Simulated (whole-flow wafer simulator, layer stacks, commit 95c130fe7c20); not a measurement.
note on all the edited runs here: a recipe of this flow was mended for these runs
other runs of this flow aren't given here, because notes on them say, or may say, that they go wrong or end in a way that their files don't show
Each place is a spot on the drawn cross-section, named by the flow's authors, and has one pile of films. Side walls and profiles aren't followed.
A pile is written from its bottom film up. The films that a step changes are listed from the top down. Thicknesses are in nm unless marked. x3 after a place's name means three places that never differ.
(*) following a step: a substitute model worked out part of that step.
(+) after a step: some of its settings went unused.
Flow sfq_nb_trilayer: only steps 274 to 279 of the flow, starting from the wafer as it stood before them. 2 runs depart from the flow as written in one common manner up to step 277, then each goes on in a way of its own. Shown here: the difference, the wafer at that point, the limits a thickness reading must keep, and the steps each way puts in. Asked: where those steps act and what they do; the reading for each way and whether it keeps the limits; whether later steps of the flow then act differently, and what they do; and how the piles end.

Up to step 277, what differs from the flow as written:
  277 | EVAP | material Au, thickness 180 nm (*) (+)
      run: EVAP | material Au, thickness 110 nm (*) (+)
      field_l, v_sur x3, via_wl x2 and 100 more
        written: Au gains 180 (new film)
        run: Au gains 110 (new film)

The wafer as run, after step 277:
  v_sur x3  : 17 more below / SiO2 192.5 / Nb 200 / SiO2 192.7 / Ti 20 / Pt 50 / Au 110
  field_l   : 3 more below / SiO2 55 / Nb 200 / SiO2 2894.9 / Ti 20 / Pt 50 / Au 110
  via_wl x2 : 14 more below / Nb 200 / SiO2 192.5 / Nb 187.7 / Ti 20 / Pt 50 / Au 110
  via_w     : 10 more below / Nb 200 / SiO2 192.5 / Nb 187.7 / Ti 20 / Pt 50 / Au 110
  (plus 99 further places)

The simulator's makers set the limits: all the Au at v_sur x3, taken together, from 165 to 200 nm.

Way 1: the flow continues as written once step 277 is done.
  After step 277, the reading is 110 nm, outside the limits.
  Steps further on in the flow that do not act as written:
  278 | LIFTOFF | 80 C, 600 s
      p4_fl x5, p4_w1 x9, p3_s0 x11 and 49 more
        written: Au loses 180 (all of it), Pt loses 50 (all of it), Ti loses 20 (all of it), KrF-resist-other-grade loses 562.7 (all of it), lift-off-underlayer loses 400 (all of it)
        way: Au loses 110 (all of it), Pt loses 50 (all of it), Ti loses 20 (all of it), KrF-resist-other-grade loses 562.7 (all of it), lift-off-underlayer loses 400 (all of it)
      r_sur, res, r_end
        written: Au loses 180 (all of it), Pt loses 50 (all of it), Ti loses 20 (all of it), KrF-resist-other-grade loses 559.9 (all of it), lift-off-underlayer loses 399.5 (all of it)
        way: Au loses 110 (all of it), Pt loses 50 (all of it), Ti loses 20 (all of it), KrF-resist-other-grade loses 559.9 (all of it), lift-off-underlayer loses 399.5 (all of it)
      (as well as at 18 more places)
  The piles end different from the flow's at field_l, v_sur x3, via_wl x2, via_w, via_v, m8r_pad_l x3 by more than 2% or 0.5 nm, whichever is larger.
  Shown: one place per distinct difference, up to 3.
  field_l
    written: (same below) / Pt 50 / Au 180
    way: (same below) / Pt 50 / Au 110

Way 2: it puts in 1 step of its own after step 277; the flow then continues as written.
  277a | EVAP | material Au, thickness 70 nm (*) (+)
      field_l, v_sur x3, via_wl x2 and 100 more
        Au gains 70
  After step 277a, the reading is 180 nm, within the limits.
  Later steps of the flow that are run all act as written at every place that is followed.
  The piles end the same as the flow's at every place that both follow.

Keeping within the limits: way 2. Outside them: way 1.
